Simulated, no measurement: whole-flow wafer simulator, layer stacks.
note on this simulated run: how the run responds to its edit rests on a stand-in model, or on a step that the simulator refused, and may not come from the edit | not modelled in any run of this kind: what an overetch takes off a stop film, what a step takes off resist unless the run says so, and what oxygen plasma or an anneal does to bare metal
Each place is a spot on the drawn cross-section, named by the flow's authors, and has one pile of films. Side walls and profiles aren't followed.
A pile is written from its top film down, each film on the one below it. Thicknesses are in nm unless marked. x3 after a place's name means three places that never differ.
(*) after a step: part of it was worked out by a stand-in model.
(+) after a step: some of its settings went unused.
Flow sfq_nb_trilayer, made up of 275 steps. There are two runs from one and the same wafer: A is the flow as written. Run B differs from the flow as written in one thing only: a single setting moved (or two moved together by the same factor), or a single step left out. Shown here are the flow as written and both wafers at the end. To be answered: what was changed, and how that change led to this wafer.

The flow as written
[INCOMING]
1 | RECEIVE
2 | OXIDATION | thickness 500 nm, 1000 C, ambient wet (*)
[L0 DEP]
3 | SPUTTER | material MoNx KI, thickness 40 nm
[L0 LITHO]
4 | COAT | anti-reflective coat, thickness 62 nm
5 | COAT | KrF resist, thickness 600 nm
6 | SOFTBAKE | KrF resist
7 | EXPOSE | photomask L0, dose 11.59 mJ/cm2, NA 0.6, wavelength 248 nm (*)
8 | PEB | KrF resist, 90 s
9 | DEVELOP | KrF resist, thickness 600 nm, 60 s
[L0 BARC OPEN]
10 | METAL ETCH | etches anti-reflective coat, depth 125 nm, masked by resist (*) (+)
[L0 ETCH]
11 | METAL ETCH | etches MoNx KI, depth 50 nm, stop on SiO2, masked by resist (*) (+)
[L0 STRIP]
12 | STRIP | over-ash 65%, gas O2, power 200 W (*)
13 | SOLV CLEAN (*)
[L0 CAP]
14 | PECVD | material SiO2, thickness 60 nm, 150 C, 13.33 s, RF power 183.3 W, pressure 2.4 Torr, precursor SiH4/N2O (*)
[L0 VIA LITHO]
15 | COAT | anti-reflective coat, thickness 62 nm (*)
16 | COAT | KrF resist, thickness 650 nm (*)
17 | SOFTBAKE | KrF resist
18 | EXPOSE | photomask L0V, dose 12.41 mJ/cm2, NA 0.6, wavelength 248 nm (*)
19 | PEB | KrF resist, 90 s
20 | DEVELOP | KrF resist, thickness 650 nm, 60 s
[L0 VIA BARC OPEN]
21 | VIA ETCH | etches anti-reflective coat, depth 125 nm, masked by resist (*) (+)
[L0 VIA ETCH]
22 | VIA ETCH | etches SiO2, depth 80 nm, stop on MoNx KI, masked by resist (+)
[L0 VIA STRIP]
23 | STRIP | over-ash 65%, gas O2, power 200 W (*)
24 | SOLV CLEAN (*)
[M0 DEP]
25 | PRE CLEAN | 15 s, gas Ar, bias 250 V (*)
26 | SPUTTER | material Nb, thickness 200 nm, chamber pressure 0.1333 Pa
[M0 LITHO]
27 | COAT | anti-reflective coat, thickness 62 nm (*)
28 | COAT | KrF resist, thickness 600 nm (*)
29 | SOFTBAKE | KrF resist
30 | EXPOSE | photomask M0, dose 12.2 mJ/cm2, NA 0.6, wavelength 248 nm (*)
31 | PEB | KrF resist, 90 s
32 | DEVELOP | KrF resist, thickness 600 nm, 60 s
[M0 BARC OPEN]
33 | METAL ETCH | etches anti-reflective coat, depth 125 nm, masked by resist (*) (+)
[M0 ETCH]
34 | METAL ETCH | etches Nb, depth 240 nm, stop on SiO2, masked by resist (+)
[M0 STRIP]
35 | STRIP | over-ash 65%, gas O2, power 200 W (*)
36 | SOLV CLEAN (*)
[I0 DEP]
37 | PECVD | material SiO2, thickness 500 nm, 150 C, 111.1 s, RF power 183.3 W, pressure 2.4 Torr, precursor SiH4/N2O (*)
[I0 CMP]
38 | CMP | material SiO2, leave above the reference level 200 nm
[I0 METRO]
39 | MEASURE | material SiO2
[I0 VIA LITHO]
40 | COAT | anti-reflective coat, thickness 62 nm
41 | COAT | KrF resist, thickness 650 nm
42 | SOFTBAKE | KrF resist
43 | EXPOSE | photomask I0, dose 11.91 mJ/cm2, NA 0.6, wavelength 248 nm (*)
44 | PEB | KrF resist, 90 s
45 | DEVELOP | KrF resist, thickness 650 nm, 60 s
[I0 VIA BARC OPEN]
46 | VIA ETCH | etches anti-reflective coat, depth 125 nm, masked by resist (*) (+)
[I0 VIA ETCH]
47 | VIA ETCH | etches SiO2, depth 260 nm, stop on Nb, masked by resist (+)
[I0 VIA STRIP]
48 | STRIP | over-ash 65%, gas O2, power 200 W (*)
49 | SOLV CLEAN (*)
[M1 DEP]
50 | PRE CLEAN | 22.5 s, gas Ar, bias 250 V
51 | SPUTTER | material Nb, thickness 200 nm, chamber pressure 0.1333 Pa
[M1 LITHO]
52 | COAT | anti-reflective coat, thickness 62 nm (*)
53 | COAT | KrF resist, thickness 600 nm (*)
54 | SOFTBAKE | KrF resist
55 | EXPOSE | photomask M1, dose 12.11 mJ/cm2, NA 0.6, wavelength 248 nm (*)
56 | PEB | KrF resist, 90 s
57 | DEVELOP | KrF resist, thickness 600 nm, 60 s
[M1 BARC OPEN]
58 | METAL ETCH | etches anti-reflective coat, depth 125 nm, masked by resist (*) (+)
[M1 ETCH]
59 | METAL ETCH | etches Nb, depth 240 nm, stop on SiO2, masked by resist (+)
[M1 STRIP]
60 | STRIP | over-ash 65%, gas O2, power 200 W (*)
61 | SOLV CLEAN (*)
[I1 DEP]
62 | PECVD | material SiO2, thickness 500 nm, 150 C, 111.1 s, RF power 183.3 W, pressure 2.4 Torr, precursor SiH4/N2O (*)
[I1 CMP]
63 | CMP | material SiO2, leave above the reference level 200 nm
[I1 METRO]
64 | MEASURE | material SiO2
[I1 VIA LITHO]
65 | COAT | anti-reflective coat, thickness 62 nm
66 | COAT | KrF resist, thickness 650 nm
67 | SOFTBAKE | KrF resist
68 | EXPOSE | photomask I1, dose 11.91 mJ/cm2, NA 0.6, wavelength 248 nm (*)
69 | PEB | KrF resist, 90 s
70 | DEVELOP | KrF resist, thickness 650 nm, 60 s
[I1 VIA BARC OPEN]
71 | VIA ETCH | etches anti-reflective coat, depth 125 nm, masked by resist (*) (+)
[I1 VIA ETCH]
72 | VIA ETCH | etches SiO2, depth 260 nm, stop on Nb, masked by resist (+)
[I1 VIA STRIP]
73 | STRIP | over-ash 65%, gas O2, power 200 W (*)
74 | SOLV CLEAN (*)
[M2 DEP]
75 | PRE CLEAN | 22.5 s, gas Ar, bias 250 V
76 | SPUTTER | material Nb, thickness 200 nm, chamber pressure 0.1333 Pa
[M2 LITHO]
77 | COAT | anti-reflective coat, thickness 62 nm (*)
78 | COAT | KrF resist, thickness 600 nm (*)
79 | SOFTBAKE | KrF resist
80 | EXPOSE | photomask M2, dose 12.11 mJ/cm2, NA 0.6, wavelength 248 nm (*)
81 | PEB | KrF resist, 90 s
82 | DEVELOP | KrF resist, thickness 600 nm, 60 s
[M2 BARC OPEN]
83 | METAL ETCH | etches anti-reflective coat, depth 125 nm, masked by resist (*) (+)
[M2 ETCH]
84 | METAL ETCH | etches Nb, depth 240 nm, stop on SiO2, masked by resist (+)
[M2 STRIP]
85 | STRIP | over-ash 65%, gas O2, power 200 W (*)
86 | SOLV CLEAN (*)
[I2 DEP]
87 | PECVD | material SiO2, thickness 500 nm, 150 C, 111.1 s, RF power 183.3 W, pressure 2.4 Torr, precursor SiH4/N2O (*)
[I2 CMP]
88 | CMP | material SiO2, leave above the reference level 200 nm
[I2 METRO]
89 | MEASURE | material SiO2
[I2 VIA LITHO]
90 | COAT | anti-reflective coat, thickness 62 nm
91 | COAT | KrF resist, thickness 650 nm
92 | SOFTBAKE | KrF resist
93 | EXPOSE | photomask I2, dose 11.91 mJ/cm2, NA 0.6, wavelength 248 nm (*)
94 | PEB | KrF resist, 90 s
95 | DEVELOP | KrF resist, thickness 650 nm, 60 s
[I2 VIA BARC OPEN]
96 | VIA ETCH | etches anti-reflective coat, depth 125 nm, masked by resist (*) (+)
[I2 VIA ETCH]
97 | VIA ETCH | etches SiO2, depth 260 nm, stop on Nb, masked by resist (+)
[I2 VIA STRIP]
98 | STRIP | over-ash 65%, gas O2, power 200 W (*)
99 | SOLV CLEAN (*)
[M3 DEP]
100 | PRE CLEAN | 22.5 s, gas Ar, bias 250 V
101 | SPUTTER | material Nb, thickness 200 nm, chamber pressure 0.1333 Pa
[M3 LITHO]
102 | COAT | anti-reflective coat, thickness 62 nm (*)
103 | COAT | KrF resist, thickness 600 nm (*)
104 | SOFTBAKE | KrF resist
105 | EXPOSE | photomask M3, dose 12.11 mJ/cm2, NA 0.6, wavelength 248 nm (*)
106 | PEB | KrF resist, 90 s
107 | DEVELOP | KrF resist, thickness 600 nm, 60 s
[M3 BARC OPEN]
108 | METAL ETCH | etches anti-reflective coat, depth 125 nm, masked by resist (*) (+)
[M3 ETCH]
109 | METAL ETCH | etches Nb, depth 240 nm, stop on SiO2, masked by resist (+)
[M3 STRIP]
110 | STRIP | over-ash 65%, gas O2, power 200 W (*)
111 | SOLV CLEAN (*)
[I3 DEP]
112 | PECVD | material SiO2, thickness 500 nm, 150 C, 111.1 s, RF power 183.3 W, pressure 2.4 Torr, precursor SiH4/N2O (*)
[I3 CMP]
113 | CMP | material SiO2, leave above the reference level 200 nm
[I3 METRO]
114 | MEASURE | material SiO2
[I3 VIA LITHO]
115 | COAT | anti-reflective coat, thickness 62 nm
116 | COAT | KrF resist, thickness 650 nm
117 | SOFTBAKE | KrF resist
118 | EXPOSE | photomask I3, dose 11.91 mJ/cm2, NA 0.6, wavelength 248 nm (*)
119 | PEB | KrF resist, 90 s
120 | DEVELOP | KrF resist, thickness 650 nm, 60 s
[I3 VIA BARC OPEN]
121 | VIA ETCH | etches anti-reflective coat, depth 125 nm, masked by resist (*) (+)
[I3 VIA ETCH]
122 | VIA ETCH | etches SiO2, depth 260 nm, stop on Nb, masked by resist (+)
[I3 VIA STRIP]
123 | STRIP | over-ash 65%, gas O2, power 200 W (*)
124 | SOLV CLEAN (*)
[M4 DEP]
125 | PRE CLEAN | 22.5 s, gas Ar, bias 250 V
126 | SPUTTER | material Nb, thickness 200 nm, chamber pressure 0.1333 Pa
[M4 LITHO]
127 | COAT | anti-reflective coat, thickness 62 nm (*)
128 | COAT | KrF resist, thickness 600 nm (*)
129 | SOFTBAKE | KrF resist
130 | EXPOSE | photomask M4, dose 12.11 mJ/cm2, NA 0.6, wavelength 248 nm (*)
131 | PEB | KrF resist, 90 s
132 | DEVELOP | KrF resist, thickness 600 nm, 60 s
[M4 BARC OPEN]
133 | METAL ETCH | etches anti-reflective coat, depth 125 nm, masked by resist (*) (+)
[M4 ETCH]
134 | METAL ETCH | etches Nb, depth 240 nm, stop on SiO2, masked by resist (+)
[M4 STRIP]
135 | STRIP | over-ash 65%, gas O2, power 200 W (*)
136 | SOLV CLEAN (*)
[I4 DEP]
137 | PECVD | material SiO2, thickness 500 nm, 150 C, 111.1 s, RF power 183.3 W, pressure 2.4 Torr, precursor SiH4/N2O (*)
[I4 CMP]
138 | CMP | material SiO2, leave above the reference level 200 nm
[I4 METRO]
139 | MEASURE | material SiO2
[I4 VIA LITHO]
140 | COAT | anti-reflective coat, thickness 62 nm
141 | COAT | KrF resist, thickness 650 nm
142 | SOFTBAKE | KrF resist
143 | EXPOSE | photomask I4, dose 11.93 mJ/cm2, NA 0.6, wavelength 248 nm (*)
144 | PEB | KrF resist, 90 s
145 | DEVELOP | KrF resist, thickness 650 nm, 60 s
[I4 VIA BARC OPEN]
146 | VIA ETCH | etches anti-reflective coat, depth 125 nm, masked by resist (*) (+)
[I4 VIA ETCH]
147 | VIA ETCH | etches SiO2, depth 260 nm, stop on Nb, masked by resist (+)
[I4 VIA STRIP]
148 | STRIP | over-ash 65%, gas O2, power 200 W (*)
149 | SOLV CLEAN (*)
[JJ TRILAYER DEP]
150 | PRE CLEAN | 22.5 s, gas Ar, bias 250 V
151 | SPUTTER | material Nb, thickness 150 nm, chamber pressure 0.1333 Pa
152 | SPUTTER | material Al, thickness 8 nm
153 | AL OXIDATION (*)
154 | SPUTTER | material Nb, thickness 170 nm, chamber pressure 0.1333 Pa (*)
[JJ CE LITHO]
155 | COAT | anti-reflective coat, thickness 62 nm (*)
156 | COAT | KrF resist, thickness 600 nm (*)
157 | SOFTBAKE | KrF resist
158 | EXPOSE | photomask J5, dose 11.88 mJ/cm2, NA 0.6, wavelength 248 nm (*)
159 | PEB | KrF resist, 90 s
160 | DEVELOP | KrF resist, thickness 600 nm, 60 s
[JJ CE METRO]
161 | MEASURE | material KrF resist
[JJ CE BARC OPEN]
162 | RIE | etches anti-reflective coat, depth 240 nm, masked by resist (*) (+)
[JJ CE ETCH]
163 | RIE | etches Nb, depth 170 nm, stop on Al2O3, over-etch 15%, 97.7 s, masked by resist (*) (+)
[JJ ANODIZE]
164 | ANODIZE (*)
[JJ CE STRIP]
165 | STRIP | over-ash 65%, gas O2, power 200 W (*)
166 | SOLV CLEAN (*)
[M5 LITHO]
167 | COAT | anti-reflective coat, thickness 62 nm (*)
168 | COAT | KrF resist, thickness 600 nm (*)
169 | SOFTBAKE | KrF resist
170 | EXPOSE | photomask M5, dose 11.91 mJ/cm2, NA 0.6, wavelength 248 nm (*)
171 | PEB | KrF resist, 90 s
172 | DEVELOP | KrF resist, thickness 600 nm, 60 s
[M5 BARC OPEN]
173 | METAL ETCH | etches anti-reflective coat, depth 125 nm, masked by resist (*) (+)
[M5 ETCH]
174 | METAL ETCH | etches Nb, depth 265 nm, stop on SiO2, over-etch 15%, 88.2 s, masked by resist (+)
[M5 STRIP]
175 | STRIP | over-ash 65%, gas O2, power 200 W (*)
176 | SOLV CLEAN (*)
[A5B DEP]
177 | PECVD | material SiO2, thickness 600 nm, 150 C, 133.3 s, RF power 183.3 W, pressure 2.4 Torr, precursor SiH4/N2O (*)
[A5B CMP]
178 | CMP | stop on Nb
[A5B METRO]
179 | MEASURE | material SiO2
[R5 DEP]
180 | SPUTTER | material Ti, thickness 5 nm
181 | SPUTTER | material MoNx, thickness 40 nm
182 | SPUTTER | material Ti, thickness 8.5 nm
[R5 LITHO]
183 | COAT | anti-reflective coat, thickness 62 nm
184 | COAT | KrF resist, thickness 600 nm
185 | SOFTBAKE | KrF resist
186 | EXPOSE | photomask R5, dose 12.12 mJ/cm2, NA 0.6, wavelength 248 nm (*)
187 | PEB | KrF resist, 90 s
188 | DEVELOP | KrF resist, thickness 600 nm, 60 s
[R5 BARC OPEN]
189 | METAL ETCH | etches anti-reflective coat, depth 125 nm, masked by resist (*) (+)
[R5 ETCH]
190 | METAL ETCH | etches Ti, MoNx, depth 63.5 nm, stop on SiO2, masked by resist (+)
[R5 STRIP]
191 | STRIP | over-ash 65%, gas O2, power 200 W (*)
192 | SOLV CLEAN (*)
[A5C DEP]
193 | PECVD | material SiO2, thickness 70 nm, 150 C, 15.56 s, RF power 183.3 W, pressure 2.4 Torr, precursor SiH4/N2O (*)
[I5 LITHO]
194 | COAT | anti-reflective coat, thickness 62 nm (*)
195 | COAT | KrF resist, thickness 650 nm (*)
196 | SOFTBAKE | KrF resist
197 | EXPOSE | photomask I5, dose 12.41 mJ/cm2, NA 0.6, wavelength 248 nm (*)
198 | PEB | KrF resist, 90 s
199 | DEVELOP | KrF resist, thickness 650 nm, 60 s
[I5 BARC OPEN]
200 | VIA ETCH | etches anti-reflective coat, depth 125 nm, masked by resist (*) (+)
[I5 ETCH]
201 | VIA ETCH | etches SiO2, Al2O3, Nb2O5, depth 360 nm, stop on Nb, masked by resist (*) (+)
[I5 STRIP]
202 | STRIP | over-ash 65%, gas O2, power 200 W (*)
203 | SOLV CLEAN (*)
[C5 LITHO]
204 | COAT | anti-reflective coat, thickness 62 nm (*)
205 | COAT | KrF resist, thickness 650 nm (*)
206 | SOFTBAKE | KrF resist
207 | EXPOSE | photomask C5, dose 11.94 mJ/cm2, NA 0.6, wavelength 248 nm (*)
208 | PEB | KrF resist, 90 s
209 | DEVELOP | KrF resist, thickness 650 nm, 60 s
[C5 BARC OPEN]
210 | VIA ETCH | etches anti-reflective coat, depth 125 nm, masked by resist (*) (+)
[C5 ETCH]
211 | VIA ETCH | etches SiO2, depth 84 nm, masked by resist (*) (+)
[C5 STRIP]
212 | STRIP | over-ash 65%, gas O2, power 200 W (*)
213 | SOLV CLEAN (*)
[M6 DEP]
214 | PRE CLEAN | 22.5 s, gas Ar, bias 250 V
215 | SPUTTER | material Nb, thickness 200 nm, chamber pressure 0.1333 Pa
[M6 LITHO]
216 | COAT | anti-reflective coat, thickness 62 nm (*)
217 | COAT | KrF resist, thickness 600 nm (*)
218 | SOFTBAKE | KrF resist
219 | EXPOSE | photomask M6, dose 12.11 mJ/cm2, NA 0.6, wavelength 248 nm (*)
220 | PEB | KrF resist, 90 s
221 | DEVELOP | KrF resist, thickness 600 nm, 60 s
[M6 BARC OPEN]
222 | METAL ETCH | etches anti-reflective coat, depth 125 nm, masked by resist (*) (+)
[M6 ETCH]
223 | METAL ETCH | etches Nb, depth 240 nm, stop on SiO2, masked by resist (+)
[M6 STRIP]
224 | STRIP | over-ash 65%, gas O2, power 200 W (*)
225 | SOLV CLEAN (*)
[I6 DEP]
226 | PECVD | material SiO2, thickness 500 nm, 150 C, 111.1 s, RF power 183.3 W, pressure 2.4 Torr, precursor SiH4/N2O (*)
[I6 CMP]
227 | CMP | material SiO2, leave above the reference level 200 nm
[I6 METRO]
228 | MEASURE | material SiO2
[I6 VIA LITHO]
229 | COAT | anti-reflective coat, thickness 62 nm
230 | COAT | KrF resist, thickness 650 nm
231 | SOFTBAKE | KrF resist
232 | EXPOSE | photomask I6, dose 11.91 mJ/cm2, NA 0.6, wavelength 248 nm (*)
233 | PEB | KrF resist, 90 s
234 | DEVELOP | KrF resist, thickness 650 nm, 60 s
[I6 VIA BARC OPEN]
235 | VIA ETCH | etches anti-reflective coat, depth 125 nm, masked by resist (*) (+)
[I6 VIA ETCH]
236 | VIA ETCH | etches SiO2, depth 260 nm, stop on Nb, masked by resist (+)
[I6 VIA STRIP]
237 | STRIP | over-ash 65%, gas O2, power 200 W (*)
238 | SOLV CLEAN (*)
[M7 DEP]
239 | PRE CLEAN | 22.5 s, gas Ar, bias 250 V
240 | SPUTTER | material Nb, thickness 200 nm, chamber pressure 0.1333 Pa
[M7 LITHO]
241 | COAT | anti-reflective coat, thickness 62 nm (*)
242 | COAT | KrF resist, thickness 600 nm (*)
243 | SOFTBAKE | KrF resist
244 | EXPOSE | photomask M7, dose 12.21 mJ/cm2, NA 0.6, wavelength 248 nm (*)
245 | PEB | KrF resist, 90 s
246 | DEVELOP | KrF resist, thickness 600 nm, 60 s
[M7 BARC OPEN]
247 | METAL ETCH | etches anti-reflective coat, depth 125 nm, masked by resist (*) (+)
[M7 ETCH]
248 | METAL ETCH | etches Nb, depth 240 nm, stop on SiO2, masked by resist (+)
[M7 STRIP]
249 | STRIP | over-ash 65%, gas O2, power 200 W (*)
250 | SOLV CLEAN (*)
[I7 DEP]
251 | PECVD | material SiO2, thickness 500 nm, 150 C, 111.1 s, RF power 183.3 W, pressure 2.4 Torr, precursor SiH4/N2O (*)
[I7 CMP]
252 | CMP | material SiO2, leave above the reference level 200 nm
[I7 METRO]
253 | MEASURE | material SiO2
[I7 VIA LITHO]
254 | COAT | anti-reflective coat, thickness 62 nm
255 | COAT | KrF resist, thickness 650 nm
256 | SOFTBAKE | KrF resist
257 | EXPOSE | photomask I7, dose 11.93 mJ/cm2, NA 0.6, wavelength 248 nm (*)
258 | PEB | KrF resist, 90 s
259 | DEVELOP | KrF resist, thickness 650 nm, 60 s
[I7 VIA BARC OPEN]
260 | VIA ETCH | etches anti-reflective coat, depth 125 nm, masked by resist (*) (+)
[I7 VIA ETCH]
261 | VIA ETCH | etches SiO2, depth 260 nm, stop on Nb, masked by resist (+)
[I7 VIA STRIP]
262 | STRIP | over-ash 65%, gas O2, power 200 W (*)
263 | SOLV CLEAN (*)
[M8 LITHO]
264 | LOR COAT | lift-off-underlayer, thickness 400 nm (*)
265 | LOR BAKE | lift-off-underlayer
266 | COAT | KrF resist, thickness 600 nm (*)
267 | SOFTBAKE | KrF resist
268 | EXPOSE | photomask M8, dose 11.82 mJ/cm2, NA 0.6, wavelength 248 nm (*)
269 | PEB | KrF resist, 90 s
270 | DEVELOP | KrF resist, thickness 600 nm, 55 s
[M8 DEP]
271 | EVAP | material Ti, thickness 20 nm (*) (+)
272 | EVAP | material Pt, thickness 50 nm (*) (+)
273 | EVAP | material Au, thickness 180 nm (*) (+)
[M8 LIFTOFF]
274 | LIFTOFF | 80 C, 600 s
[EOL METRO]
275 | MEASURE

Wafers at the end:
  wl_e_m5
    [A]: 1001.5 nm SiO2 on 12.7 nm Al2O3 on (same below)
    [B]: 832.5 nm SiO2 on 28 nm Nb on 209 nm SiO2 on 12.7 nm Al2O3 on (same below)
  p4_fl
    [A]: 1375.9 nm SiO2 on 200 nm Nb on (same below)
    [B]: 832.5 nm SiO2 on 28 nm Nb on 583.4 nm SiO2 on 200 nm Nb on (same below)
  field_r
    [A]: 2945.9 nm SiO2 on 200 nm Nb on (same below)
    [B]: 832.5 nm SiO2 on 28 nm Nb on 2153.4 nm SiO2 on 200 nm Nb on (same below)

What caused this: step 215, SPUTTER: thickness 268 nm was run, while the flow as written has thickness 200 nm.

Step by step, how the change led to this:
  215 | SPUTTER | material Nb, thickness 200 nm, chamber pressure 0.1333 Pa
      field_l, v_sur, via_wl and 100 more: A Nb gains 200 (new film) | B Nb gains 268 (new film)
      be: A Nb gains 147.3 | B Nb gains 196.5
      (and at 2 other places as well)
  216 | COAT | anti-reflective coat, thickness 62 nm (*)
      be: A anti-reflective coat gains 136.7 (new film) | B anti-reflective coat gains 143.1 (new film)
  223 | METAL ETCH | etches Nb, depth 240 nm, stop on SiO2, masked by resist (+)
      field_l, gap, moat and 76 more: A Nb loses 200 (all of it) | B Nb loses 240
  224 | STRIP | over-ash 65%, gas O2, power 200 W (*)
      be: A KrF resist loses 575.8 (all of it), anti-reflective coat loses 136.7 (all of it) | B KrF resist loses 586.5 (all of it), anti-reflective coat loses 143.1 (all of it)
  226 | PECVD | material SiO2, thickness 500 nm, 150 C, 111.1 s, RF power 183.3 W, pressure 2.4 Torr, precursor SiH4/N2O (*)
      field_l, p4_fl, p4_fm and 62 more: A SiO2 gains 500 | B SiO2 gains 500 (new film)
      moat, field_r, lsp_l, ln_m5, lsp_m: A SiO2 gains 493.6 | B SiO2 gains 492.3 (new film)
      (and at 10 other places as well)
  227 | CMP | material SiO2, leave above the reference level 200 nm
      field_l, p4_fl, p4_fm and 59 more: A SiO2 loses 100 | B SiO2 loses 60
      moat, field_r, lsp_l, ln_m5, lsp_m: A SiO2 loses 93.6 | B SiO2 loses 52.3
      (and at 9 other places as well)
With metal films that touch counted as one body, wl_e_m5 has 7 bodies (between them, from the top down: SiO2 209 / Al2O3 12.7 / Nb2O5 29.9; SiO2 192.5; SiO2 192.5; SiO2 192.5; SiO2 192.5; SiO2 192.5); the flow as written gives 6 bodies (between them, from the top down: SiO2 192.5; SiO2 192.5; SiO2 192.5; SiO2 192.5; SiO2 192.5).
With metal films that touch counted as one body, p4_fl has 3 bodies (between them, from the top down: SiO2 583.4; SiO2 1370); the flow as written gives 2 bodies (between them, from the top down: SiO2 1370).
With metal films that touch counted as one body, field_r has 2 bodies (between them, from the top down: SiO2 2153.4); the flow as written gives 1 body.
